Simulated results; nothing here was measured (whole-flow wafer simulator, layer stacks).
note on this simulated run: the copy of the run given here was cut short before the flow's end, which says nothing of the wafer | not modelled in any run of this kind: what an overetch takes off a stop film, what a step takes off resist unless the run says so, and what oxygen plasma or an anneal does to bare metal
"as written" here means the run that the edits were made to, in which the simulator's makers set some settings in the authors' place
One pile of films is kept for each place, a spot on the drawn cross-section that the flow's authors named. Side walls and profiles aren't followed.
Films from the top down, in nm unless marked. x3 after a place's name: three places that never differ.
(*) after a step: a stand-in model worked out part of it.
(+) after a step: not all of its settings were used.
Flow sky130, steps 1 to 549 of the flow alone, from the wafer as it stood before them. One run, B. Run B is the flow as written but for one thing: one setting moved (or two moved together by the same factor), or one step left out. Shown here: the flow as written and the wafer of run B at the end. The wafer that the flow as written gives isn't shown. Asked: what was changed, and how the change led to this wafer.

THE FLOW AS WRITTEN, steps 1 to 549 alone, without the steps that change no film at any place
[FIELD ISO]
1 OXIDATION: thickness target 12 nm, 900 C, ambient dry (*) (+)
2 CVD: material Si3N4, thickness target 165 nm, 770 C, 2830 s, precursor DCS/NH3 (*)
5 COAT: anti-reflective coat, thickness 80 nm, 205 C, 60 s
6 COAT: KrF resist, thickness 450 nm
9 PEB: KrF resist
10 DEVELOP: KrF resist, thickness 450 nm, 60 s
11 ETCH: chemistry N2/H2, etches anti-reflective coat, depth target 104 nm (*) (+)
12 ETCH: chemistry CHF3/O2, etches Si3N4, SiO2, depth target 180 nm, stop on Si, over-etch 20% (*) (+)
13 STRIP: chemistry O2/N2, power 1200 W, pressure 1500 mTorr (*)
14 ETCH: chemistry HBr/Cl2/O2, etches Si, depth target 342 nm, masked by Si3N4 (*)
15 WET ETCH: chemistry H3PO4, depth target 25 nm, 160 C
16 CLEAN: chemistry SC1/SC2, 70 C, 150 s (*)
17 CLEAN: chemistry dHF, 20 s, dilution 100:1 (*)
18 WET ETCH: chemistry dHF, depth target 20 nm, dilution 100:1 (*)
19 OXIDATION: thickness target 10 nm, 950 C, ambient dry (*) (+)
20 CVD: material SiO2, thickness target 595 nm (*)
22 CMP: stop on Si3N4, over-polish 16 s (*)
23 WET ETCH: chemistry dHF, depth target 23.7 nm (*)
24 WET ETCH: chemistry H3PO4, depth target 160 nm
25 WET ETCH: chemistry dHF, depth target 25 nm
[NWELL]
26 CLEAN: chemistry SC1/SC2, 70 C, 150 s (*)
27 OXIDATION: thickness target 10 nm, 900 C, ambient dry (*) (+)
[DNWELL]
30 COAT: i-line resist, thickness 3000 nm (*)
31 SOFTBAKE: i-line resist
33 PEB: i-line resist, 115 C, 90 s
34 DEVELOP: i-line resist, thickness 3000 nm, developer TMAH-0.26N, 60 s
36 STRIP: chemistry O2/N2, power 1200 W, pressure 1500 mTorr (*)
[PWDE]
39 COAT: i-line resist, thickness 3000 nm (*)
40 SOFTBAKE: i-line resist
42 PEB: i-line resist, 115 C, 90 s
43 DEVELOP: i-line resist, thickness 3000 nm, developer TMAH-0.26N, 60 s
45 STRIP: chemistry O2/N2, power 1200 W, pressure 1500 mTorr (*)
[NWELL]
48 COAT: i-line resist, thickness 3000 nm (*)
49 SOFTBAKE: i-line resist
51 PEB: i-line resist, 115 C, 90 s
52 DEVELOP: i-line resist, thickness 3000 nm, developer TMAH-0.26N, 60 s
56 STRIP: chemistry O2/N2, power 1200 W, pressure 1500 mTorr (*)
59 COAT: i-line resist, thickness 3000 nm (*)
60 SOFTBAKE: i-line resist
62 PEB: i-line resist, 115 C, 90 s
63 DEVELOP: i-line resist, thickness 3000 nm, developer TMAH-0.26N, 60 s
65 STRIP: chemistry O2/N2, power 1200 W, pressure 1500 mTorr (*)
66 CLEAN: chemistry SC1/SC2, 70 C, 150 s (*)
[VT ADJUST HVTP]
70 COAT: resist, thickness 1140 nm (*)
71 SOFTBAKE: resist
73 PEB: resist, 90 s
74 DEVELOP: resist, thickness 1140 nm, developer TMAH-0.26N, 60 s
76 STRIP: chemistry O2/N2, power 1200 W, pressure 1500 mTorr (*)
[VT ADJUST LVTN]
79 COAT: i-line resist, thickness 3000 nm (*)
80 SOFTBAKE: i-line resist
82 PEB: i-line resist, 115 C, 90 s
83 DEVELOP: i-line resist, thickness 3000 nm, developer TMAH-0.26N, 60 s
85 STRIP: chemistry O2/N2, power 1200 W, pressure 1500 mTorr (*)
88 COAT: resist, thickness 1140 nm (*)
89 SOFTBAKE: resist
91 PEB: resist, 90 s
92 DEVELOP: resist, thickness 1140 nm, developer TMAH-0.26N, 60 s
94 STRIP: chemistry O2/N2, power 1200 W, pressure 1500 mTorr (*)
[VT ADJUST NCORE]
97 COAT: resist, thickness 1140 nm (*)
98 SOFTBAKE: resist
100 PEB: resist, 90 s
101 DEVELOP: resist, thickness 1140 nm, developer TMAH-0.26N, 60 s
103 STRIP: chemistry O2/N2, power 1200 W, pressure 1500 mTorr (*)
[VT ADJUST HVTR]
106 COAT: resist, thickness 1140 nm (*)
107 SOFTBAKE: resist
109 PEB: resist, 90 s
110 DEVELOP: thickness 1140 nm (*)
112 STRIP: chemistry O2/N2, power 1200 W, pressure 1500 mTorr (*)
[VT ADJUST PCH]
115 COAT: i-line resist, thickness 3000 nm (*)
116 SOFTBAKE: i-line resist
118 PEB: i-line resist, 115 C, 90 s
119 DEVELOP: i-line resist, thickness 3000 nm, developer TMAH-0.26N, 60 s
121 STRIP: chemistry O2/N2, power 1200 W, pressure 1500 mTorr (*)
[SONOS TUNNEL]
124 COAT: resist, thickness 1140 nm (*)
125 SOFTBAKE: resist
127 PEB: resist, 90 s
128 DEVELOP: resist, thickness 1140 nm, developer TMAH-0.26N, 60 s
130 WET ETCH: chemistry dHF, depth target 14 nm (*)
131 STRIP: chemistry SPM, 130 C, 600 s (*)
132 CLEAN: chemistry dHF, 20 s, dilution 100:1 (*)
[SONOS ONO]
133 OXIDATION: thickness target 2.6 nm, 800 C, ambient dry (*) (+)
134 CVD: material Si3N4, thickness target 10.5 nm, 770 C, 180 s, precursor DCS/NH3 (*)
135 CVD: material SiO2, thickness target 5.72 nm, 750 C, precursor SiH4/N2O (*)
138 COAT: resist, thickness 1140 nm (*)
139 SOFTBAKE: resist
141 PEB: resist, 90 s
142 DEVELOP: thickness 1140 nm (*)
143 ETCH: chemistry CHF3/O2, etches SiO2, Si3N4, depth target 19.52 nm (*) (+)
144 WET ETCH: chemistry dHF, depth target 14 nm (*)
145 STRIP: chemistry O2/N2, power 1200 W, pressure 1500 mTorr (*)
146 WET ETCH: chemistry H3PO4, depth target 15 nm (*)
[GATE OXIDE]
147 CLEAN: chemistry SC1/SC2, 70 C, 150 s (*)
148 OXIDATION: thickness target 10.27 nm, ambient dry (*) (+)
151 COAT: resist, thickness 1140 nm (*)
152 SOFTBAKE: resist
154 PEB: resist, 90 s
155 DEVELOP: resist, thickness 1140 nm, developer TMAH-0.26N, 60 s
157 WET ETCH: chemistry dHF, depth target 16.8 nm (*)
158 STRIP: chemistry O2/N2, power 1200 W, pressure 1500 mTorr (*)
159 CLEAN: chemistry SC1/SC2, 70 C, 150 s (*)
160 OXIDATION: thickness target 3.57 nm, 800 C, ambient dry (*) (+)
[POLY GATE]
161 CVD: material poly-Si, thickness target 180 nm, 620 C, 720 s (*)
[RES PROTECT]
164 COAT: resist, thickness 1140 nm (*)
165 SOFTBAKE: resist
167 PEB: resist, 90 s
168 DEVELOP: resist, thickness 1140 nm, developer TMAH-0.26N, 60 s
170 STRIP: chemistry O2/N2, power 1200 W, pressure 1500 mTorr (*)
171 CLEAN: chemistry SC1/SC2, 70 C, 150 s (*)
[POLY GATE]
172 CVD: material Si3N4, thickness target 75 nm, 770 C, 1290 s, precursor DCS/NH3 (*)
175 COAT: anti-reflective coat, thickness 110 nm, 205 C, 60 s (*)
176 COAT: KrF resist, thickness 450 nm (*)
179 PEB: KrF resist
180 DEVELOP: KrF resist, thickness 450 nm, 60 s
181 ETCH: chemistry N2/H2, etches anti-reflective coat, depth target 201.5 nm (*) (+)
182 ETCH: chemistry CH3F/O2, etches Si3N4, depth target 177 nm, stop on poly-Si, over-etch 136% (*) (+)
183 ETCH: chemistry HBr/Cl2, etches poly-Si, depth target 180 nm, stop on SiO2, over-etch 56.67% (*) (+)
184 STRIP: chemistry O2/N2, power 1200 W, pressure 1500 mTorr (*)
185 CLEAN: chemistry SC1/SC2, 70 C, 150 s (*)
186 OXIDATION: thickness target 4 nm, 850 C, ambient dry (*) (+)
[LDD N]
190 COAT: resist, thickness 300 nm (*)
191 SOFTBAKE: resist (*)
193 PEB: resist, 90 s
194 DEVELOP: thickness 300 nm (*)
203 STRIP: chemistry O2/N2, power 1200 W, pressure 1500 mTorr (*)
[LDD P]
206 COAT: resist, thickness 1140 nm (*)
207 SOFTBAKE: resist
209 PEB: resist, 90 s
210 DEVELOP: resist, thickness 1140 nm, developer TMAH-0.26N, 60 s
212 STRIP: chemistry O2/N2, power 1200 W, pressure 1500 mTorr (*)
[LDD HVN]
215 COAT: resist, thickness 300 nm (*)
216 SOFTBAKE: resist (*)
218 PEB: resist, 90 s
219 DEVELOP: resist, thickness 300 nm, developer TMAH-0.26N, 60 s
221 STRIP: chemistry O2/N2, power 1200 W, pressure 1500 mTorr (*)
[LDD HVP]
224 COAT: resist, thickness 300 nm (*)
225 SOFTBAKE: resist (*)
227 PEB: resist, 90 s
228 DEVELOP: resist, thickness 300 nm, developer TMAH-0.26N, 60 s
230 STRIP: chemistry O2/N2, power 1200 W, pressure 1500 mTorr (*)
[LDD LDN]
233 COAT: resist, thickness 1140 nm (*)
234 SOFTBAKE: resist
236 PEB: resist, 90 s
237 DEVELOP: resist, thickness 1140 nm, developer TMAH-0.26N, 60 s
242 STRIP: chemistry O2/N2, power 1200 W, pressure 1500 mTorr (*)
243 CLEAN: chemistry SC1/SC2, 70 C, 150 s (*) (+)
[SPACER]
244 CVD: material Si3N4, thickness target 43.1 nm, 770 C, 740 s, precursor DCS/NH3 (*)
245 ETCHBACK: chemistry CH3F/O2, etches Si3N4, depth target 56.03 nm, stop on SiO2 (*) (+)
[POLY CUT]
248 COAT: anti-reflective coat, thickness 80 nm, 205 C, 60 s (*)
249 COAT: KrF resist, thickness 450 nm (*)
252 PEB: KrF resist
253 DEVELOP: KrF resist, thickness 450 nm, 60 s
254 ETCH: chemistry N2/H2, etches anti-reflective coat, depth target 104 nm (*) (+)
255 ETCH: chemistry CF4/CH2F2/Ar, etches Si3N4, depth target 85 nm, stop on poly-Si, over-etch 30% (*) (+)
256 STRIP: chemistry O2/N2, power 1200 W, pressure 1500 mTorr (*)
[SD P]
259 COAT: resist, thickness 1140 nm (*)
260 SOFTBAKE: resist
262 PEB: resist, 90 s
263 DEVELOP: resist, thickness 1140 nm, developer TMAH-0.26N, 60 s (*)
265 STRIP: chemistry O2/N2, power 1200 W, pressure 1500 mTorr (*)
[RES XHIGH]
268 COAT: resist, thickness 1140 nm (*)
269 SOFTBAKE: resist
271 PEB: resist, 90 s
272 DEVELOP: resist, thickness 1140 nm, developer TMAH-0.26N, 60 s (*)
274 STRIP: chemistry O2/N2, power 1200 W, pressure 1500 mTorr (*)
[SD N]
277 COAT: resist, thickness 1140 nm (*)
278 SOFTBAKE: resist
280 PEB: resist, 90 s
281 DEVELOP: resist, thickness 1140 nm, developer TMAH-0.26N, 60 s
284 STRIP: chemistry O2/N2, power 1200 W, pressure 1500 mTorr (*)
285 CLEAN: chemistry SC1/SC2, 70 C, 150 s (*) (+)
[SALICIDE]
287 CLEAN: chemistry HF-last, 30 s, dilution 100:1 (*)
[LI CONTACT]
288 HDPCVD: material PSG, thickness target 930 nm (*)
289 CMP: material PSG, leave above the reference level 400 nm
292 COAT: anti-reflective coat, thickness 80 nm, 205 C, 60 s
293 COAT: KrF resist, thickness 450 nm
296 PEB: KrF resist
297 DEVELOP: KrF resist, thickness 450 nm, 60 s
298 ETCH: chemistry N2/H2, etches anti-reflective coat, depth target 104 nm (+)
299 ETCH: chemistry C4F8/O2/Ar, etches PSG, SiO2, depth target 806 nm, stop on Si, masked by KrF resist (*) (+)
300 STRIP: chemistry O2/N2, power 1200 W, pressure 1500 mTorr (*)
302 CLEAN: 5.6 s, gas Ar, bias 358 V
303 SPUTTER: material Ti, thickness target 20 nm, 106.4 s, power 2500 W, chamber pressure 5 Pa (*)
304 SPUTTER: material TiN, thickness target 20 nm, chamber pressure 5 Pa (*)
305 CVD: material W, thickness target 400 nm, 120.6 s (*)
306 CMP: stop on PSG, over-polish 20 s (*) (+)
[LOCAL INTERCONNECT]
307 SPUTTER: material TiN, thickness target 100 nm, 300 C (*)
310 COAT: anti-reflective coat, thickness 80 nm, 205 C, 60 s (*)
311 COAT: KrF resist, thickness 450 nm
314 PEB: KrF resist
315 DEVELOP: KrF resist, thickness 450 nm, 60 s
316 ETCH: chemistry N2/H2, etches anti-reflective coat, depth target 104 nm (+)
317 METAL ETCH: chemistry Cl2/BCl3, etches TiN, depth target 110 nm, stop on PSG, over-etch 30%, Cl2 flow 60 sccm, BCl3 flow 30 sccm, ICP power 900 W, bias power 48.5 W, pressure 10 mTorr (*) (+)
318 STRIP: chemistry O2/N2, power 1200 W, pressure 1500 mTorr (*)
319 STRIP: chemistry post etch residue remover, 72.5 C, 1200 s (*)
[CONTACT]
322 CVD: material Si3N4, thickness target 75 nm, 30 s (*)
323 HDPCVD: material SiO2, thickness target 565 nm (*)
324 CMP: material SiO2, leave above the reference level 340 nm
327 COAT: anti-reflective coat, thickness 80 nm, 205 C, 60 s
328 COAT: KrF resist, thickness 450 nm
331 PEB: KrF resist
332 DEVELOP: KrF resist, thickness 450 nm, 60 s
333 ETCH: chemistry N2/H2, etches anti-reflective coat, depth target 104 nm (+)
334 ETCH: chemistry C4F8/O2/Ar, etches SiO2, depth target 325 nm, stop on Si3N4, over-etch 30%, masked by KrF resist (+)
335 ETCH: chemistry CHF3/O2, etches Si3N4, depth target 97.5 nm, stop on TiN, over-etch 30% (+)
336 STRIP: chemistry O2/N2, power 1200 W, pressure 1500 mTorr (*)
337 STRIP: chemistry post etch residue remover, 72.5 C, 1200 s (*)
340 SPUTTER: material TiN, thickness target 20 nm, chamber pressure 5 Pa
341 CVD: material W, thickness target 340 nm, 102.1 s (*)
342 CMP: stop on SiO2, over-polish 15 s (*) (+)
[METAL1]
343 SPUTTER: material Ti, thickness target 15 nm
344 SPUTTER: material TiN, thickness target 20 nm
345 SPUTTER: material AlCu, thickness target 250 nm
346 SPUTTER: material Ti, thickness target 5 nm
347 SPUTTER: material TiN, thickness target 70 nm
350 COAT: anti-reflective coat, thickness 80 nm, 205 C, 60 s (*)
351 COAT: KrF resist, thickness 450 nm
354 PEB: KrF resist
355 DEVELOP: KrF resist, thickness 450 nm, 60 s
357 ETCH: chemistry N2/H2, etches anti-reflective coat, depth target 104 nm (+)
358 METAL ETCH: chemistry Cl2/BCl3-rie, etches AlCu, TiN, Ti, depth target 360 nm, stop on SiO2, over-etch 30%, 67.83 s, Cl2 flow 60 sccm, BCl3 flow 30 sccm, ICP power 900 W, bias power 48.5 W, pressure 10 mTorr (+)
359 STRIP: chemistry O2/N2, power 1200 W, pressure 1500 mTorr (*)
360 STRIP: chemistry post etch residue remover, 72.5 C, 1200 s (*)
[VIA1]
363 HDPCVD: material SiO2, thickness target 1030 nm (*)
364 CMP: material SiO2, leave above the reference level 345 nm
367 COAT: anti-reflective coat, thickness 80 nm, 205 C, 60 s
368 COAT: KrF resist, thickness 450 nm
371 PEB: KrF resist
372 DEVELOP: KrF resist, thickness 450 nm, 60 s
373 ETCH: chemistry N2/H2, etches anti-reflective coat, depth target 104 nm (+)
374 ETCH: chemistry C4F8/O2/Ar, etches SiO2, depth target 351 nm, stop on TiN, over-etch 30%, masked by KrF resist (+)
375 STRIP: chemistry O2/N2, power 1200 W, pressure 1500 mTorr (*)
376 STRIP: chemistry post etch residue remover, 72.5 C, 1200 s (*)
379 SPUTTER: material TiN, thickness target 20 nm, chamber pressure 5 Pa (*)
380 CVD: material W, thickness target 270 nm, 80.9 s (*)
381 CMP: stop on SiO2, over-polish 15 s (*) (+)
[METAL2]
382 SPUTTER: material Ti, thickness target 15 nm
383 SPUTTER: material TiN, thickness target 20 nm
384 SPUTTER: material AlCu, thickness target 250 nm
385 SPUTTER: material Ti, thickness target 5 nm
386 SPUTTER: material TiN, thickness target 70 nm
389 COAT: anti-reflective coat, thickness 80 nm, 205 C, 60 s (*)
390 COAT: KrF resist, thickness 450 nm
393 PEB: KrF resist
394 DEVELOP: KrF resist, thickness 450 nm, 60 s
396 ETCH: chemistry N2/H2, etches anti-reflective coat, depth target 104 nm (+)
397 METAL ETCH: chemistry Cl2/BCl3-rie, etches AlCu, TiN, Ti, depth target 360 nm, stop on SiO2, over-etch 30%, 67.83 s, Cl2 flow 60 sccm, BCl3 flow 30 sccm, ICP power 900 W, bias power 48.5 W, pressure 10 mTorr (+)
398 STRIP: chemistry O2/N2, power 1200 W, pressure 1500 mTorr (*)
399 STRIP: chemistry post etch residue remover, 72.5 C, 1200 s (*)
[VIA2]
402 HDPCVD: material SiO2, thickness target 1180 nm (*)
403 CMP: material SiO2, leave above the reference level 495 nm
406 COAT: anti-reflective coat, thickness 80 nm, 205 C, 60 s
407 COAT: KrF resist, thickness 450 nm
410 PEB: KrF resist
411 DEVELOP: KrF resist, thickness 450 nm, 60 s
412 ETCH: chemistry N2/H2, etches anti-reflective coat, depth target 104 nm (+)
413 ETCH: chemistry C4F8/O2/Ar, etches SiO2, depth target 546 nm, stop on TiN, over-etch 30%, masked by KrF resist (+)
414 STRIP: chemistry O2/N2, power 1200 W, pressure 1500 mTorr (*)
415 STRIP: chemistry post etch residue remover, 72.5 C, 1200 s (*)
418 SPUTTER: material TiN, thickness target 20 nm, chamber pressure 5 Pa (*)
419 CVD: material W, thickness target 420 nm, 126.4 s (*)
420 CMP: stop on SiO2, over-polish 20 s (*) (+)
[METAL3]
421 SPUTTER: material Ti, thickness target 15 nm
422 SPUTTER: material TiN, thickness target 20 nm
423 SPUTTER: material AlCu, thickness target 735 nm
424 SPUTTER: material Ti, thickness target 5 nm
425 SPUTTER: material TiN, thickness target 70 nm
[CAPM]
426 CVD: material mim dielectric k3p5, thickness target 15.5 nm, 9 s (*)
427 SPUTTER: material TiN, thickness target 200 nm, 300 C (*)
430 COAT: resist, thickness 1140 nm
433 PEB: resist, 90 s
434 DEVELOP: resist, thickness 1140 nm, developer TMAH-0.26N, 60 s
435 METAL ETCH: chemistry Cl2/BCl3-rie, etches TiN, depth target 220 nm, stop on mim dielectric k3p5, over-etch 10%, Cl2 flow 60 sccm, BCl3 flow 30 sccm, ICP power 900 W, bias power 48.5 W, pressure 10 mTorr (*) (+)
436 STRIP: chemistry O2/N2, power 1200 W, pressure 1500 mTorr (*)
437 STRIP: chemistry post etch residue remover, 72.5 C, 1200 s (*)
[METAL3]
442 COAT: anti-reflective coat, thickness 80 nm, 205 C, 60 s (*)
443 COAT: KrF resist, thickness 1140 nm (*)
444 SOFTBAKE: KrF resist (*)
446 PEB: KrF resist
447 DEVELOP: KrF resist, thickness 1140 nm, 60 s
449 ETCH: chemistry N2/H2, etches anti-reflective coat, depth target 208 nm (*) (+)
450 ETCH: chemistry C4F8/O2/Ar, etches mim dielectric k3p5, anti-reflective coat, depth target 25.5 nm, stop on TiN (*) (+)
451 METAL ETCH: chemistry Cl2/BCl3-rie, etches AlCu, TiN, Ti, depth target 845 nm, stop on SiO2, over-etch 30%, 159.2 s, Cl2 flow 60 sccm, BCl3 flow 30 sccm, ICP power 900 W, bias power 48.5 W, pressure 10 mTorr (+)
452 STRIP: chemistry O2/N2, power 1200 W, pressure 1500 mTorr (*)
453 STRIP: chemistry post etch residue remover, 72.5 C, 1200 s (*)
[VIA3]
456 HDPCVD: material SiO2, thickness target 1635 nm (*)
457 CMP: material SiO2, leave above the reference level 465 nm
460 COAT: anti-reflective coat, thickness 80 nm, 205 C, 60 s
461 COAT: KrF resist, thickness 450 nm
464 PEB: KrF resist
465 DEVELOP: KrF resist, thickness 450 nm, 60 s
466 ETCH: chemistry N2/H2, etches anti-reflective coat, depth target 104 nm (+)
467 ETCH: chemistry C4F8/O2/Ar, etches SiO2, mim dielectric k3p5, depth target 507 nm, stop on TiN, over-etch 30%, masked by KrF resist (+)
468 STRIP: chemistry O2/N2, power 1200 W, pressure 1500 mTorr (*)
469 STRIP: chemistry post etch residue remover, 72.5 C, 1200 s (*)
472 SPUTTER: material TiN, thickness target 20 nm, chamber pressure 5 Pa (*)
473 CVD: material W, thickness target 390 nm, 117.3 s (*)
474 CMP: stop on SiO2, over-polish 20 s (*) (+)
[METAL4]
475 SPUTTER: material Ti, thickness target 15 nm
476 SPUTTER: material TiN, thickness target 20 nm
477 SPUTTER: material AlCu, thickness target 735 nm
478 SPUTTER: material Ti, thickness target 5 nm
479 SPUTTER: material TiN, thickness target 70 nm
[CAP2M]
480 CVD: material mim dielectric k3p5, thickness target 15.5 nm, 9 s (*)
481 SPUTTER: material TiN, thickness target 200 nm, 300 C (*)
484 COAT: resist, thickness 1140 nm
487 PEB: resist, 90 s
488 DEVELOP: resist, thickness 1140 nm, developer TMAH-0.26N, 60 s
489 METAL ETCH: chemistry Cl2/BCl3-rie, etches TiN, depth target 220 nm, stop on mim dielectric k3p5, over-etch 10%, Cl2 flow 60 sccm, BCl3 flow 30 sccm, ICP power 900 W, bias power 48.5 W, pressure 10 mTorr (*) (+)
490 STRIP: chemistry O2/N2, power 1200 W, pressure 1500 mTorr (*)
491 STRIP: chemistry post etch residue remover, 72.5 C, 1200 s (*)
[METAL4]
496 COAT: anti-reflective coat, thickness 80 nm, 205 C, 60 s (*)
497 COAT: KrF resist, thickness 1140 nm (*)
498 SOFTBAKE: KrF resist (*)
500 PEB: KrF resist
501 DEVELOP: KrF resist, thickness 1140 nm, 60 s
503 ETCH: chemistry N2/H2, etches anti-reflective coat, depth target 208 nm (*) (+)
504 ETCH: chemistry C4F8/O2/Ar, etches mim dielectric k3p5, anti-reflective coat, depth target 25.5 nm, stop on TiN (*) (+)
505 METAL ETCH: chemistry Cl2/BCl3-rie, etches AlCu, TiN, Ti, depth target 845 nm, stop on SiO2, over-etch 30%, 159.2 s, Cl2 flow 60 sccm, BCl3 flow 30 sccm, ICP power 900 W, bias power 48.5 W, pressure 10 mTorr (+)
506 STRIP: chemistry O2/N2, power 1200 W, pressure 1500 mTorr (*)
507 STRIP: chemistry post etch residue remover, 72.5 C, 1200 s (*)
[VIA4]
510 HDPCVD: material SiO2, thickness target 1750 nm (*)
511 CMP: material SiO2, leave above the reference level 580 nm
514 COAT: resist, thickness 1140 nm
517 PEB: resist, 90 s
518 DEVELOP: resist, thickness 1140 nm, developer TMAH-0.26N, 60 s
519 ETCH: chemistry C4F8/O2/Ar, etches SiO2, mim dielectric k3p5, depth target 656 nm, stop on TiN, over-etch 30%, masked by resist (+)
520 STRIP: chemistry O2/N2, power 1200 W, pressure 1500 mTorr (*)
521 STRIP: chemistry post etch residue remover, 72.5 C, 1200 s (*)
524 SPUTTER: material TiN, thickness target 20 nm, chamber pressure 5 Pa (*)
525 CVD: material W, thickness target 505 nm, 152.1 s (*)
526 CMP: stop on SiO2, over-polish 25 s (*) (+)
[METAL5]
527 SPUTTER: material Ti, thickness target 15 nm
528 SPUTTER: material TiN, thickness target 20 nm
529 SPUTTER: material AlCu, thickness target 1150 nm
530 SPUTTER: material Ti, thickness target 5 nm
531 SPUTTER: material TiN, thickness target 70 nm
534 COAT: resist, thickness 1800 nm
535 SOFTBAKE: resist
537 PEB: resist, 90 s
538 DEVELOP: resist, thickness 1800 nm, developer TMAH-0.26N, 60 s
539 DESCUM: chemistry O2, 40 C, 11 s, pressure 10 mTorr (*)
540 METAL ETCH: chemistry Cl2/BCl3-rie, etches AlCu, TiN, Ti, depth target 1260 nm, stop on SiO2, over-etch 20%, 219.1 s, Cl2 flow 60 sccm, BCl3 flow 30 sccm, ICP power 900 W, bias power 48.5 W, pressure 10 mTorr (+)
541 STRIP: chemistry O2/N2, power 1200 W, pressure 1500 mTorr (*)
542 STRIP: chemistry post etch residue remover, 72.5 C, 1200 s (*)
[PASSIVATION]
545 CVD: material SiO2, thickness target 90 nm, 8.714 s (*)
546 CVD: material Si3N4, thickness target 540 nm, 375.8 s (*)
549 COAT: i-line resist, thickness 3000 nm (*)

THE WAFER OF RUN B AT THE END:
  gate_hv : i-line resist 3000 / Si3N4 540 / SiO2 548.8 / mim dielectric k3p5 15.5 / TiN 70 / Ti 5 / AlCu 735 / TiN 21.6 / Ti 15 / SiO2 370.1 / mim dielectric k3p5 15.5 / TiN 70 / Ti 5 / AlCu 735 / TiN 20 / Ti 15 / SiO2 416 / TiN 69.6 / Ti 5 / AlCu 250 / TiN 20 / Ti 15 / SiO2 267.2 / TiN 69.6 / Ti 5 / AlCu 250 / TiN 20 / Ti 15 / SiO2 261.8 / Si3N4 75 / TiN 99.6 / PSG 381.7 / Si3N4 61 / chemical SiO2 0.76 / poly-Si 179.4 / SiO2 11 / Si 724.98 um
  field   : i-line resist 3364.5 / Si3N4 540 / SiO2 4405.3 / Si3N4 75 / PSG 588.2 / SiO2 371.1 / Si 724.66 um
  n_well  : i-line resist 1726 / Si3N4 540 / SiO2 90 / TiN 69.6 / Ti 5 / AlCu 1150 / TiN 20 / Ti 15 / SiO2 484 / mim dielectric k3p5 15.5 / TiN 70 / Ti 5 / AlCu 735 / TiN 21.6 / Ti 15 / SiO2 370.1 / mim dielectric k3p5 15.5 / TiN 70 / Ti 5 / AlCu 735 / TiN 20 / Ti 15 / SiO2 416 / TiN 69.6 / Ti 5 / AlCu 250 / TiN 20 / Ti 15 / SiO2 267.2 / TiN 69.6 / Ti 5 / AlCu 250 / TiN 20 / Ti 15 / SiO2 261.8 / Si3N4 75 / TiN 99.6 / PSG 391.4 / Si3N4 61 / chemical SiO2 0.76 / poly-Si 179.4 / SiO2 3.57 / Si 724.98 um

The cause: step 476, SPUTTER: thickness target 21.6 nm was run, where the flow has thickness target 20 nm.
It can be read off the wafer: gate_hv has TiN 21.6, and step 476 as written asks for 20 nm.

How the change led to this, step by step:
  476 SPUTTER: material TiN, thickness target 20 nm
      field, active, n_well and 189 more: TiN +21.6 (new film) (as written it would be: TiN +20 (new film))
  505 METAL ETCH: chemistry Cl2/BCl3-rie, etches AlCu, TiN, Ti, depth target 845 nm, stop on SiO2, over-etch 30%, 159.2 s, Cl2 flow 60 sccm, BCl3 flow 30 sccm, ICP power 900 W, bias power 48.5 W, pressure 10 mTorr (+)
      field, active, gate and 70 more: TiN -70 (all of it), Ti -5 (all of it), AlCu -735 (all of it), TiN -21.6 (all of it), Ti -15 (all of it), SiO2 -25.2 (as written it would be: TiN -70 (all of it), Ti -5 (all of it), AlCu -735 (all of it), TiN -20 (all of it), Ti -15 (all of it), SiO2 -25.4)
      vpp_iso1, mim_edge_plate, m1_ln and 12 more: TiN -70 (all of it), Ti -5 (all of it), AlCu -735 (all of it), TiN -21.6 (all of it), Ti -15 (all of it), SiO2 -25.2 (as written it would be: TiN -70 (all of it), Ti -5 (all of it), AlCu -735 (all of it), TiN -20 (all of it), Ti -15 (all of it), SiO2 -25.3)
